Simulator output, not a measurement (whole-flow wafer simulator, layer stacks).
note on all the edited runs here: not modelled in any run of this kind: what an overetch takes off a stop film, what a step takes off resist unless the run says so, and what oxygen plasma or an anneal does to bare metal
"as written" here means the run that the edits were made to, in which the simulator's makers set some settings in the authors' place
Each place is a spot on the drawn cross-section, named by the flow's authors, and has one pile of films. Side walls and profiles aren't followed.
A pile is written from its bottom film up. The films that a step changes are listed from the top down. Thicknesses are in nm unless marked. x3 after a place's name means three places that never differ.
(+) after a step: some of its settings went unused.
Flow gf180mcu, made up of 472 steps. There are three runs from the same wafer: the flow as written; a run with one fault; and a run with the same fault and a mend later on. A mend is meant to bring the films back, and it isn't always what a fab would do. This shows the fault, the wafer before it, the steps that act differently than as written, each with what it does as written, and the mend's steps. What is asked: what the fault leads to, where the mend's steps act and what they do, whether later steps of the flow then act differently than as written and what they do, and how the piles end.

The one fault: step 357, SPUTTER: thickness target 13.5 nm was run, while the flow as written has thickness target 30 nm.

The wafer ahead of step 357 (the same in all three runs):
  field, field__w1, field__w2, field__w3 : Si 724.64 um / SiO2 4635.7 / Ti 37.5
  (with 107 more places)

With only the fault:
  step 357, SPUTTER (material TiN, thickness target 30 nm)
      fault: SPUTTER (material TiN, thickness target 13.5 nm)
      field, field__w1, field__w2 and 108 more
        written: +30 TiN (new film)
        fault: +13.5 TiN (new film)
  Steps later in the flow that act otherwise than as written:
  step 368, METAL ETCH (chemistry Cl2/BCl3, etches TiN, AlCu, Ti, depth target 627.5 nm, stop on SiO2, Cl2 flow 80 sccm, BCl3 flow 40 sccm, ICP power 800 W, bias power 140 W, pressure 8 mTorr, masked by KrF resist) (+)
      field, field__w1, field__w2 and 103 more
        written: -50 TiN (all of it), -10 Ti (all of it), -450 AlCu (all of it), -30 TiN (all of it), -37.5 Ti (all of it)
        fault: -50 TiN (all of it), -10 Ti (all of it), -450 AlCu (all of it), -13.5 TiN (all of it), -37.5 Ti (all of it)
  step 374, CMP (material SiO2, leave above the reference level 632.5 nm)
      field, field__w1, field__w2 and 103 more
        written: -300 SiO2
        fault: -316.5 SiO2
  At field__w8, contact, m1, m1__w1, m1_nw, the piles at the end differ from the flow's by more than 2% or 0.5 nm, whichever is larger.
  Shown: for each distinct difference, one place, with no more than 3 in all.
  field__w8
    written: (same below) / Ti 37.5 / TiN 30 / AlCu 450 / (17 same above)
    fault: (same below) / Ti 37.5 / TiN 13.5 / AlCu 450 / (17 same above)
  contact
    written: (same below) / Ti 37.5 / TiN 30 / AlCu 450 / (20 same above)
    fault: (same below) / Ti 37.5 / TiN 13.5 / AlCu 450 / (20 same above)

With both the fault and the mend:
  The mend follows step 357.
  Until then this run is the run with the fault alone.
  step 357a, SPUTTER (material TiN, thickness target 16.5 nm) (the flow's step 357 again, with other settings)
      field, field__w1, field__w2 and 108 more
        +16.5 TiN
  None of the later steps of the flow acts differently than as written at any place that is followed.
  The piles end the same as the flow's at every place that both follow.
